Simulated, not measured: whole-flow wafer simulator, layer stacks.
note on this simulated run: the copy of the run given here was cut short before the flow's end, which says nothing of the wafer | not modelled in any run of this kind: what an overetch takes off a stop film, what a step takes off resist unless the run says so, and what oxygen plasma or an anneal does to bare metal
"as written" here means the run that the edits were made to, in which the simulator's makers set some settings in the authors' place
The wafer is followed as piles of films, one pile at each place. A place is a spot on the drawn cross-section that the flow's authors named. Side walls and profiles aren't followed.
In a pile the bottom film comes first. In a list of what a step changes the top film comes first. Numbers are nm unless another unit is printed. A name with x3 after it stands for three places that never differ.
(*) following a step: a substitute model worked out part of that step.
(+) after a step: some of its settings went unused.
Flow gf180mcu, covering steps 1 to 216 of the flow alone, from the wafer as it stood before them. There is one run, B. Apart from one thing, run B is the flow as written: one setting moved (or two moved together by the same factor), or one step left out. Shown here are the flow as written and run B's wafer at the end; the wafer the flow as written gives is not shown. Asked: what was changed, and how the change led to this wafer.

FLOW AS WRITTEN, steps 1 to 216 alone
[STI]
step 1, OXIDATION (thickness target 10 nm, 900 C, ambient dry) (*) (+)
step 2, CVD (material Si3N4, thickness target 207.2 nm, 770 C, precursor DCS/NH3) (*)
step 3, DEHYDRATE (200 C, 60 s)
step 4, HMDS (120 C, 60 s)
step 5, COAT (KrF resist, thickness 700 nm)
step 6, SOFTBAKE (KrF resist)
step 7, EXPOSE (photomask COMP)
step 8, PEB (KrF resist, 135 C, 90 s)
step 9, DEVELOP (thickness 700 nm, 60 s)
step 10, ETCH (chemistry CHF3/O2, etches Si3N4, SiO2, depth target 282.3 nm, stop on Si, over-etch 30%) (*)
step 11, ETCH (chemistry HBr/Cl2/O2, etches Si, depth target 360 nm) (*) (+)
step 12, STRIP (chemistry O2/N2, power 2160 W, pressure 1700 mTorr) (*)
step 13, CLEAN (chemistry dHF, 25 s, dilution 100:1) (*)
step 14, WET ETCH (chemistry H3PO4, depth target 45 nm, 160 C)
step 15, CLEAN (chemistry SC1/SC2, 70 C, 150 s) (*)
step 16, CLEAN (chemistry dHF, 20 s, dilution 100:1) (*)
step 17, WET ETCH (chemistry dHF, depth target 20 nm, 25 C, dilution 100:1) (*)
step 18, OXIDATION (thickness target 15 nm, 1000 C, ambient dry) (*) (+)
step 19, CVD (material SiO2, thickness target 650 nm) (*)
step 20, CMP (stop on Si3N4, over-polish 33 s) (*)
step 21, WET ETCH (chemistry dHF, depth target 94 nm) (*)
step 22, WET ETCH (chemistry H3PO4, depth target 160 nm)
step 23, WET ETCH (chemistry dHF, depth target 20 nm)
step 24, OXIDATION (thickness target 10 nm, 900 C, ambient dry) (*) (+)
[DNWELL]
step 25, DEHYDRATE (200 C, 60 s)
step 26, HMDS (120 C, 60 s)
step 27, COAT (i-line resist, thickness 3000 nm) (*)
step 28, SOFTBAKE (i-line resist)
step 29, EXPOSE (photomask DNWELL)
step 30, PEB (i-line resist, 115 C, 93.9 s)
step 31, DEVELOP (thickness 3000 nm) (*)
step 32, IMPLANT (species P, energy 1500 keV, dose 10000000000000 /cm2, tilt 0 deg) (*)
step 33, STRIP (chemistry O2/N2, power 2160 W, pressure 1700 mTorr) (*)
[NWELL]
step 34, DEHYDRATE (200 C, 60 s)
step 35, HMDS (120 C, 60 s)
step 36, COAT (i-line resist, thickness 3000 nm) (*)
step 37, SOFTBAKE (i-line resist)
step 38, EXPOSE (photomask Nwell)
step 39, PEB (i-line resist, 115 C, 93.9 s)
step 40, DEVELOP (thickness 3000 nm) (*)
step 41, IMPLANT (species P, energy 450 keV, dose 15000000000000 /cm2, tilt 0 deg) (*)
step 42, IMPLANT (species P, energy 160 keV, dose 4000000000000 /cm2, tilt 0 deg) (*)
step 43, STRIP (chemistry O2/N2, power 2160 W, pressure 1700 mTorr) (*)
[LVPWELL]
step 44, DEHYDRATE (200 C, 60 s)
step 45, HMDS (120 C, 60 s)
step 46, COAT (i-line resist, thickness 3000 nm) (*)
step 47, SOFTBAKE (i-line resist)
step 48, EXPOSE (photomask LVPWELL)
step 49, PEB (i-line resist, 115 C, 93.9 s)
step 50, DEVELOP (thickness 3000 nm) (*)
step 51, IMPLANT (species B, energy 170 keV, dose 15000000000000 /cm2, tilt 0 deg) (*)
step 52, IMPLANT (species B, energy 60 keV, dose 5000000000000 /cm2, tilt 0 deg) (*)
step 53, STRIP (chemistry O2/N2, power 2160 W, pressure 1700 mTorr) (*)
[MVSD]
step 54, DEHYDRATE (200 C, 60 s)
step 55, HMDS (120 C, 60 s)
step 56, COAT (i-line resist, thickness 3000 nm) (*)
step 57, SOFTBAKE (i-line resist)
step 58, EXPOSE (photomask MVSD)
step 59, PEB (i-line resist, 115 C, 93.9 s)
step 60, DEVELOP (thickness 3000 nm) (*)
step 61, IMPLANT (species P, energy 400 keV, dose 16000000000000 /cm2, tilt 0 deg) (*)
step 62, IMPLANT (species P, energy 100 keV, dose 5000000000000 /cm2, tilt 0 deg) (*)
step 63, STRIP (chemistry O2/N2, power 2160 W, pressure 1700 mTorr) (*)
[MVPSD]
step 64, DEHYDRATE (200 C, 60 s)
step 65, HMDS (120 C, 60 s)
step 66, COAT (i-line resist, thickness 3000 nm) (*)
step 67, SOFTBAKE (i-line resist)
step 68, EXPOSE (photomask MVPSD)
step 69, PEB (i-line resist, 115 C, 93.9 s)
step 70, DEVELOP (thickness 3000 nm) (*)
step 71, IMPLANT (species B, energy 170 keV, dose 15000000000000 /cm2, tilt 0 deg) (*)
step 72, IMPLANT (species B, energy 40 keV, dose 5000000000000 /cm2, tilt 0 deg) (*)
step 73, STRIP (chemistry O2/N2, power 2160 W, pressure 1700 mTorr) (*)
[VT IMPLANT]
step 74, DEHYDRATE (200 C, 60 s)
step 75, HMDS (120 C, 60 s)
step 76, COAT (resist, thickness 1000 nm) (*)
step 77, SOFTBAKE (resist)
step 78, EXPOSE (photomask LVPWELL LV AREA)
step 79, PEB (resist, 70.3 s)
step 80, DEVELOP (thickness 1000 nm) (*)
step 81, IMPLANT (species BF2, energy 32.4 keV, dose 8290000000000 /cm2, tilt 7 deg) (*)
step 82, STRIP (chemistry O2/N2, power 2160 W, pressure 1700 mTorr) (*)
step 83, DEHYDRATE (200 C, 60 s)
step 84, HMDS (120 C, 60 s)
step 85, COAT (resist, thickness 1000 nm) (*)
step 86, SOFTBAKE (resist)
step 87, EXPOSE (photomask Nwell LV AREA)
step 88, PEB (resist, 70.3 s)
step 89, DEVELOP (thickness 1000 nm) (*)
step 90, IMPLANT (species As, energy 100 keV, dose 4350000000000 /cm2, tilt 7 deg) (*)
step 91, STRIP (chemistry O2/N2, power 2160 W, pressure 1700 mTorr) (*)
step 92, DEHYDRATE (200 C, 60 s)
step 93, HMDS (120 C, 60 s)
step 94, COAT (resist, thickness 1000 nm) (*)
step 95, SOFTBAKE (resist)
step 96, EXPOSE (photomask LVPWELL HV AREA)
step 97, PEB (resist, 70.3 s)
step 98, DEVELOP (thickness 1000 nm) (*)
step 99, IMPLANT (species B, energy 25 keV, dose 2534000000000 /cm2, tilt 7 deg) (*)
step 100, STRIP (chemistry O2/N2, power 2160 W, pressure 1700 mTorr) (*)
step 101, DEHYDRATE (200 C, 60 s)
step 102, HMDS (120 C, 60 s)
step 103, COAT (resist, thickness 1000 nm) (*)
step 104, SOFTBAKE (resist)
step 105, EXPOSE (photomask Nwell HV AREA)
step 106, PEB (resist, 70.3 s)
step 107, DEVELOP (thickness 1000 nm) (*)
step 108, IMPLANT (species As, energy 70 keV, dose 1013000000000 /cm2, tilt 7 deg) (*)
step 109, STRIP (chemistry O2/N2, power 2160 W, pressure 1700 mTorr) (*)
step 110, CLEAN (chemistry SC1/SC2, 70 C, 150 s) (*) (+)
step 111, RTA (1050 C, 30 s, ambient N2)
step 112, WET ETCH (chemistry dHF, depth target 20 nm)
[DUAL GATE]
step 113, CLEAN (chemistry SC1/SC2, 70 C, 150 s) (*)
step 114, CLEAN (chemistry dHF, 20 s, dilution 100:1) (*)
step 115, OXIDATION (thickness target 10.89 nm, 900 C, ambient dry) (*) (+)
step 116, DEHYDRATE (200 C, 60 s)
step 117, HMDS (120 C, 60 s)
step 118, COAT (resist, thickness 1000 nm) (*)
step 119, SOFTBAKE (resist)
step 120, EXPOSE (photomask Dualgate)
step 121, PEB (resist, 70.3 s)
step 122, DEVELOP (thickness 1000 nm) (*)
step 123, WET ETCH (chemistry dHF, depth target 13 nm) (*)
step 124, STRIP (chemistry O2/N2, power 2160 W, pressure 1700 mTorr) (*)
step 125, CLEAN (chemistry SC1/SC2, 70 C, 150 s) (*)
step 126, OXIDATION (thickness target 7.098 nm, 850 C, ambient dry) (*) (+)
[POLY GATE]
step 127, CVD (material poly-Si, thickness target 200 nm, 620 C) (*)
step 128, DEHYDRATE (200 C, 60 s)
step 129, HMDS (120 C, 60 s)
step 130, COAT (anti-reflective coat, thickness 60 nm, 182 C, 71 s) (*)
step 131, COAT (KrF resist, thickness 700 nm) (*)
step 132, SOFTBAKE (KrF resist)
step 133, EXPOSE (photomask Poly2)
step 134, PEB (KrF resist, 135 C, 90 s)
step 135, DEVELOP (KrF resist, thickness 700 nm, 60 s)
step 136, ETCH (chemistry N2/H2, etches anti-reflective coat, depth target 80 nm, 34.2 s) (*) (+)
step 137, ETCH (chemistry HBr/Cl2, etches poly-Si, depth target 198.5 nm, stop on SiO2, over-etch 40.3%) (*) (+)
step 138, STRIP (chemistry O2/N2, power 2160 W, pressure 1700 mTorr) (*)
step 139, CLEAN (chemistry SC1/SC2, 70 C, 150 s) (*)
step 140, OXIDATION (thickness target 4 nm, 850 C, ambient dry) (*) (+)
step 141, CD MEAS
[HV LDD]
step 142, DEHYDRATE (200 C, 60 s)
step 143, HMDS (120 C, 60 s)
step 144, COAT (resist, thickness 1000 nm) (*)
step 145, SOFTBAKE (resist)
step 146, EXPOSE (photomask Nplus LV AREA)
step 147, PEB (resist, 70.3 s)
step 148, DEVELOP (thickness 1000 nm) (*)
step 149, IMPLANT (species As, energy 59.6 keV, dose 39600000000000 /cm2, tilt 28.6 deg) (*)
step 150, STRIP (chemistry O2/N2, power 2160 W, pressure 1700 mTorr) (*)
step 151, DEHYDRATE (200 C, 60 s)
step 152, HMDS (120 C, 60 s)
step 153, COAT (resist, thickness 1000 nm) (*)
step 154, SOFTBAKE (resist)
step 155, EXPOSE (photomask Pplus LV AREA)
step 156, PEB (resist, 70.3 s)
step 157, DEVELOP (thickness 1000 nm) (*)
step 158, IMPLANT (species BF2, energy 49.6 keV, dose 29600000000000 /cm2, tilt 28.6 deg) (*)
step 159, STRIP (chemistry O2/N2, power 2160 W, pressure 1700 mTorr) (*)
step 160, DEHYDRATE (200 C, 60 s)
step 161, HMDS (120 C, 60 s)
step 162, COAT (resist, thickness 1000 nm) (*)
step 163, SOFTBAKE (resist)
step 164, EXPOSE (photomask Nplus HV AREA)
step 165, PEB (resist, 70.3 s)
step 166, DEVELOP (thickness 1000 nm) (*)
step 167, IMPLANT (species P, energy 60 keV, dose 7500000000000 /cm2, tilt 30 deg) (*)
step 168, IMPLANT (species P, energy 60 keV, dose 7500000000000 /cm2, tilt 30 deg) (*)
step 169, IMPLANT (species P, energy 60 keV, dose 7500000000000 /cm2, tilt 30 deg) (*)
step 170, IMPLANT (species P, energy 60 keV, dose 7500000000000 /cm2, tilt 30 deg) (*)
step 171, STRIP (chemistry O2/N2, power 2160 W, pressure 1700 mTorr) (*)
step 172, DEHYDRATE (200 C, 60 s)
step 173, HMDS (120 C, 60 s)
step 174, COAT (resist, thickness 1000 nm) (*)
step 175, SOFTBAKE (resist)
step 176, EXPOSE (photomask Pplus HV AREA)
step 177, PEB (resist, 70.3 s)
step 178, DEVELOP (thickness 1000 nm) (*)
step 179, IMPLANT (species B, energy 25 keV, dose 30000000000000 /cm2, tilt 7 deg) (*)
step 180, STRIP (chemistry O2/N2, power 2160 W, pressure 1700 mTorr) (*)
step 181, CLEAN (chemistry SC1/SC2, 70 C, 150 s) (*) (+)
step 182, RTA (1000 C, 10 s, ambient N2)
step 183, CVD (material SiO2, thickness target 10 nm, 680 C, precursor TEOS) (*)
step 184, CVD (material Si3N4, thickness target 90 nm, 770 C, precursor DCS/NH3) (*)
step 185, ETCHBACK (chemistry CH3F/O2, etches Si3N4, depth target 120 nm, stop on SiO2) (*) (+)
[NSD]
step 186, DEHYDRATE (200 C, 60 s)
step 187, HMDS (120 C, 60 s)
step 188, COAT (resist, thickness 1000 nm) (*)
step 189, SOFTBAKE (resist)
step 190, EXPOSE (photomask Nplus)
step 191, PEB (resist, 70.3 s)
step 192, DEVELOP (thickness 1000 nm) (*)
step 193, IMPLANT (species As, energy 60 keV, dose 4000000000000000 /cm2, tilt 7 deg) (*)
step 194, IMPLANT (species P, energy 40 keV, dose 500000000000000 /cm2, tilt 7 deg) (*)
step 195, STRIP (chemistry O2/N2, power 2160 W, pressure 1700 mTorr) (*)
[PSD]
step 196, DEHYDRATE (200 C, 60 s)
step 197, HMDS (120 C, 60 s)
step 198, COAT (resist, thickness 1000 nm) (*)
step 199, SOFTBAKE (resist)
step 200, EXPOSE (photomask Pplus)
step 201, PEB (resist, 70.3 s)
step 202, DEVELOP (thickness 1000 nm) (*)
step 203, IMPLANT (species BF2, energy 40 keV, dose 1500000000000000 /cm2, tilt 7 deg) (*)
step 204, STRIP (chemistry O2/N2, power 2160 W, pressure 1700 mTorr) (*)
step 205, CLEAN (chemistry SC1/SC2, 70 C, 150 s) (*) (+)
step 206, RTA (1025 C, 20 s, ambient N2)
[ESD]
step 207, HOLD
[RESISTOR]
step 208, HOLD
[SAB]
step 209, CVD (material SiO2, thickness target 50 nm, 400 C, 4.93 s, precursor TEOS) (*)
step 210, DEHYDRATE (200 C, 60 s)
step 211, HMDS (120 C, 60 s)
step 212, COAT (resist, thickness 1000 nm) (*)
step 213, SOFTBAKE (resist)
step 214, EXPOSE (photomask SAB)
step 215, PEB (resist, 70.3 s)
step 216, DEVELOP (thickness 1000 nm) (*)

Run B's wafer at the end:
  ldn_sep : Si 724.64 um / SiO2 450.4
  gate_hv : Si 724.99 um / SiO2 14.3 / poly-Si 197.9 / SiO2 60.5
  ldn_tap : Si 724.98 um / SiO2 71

The reason: step 112, WET ETCH: depth target 8.5 nm was run, while the flow as written has depth target 20 nm.

How this came from the change, step by step:
  step 112, WET ETCH (chemistry dHF, depth target 20 nm)
      active, n_well, p_well and 40 more: -8.5 SiO2 (as written it would have been: -9.66 SiO2 (all of it))
      field, field__w2, field__w3 and 43 more: -9.35 SiO2 (as written it would have been: -22 SiO2)
  step 113, CLEAN (chemistry SC1/SC2, 70 C, 150 s) (*)
      active, n_well, p_well and 40 more: -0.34 SiO2 (as written it would have been: +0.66 chemical SiO2 (new film), -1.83 Si)
  step 114, CLEAN (chemistry dHF, 20 s, dilution 100:1) (*)
      active, n_well, p_well and 40 more: -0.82 SiO2 (all of it) (as written it would have been: -0.66 chemical SiO2 (all of it))
  step 119, SOFTBAKE (resist)
      gate_p_hv: +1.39 resist (as written it would have been: +0.83 resist)
  step 130, COAT (anti-reflective coat, thickness 60 nm, 182 C, 71 s) (*)
      p_well, spacer, sd_n: +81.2 anti-reflective coat (new film) (as written it would have been: +70.9 anti-reflective coat (new film))
      field: +58 anti-reflective coat (new film) (as written it would have been: +61.5 anti-reflective coat (new film))
      (and at 70 other places as well)
  step 136, ETCH (chemistry N2/H2, etches anti-reflective coat, depth target 80 nm, 34.2 s) (*) (+)
      p_well, spacer, sd_n: -81.2 anti-reflective coat (all of it), -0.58 poly-Si (as written it would have been: -70.9 anti-reflective coat (all of it), -0.85 poly-Si)
      field: -58 anti-reflective coat (all of it), -1.18 poly-Si (as written it would have been: -61.5 anti-reflective coat (all of it), -1.09 poly-Si)
      (and at 49 other places as well)
  step 138, STRIP (chemistry O2/N2, power 2160 W, pressure 1700 mTorr) (*)
      gate: +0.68 chemical SiO2 (new film), -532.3 KrF resist (all of it), -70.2 anti-reflective coat (all of it), -0.3 poly-Si (as written it would have been: +0.68 chemical SiO2 (new film), -531.7 KrF resist (all of it), -65.5 anti-reflective coat (all of it), -0.3 poly-Si)
      gate_hv: +0.68 chemical SiO2 (new film), -530.7 KrF resist (all of it), -62.7 anti-reflective coat (all of it), -0.3 poly-Si (as written it would have been: +0.68 chemical SiO2 (new film), -528.4 KrF resist (all of it), -61 anti-reflective coat (all of it), -0.3 poly-Si)
      (and at 19 other places as well)
  step 145, SOFTBAKE (resist)
      gate_p_hv: -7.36 resist (as written it would have been: -7.98 resist)
  step 154, SOFTBAKE (resist)
      gate_p_hv: -7.36 resist (as written it would have been: -7.98 resist)
  step 163, SOFTBAKE (resist)
      gate_p_hv: -7.36 resist (as written it would have been: -7.98 resist)
  step 175, SOFTBAKE (resist)
      gate_p_hv: -7.36 resist (as written it would have been: -7.98 resist)
  step 189, SOFTBAKE (resist)
      active_hv: -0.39 resist (as written it would have been: +2.68 resist)
      active_nat: +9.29 resist (as written it would have been: +5.49 resist)
      (and at 1 other place as well)
  step 199, SOFTBAKE (resist)
      active_hv: -0.39 resist (as written it would have been: +2.68 resist)
      active_nat: +9.29 resist (as written it would have been: +5.49 resist)
      (and at 1 other place as well)
  step 209, CVD (material SiO2, thickness target 50 nm, 400 C, 4.93 s, precursor TEOS) (*)
      active: +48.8 SiO2 (as written it would have been: +50 SiO2)
      ld_drn_p: +45 SiO2 (as written it would have been: +46 SiO2)
  step 213, SOFTBAKE (resist)
      gate_p_hv: -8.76 resist (as written it would have been: -9.34 resist)
      ldn_ch: -8.81 resist (as written it would have been: -9.33 resist)
      (and at 2 other places as well)
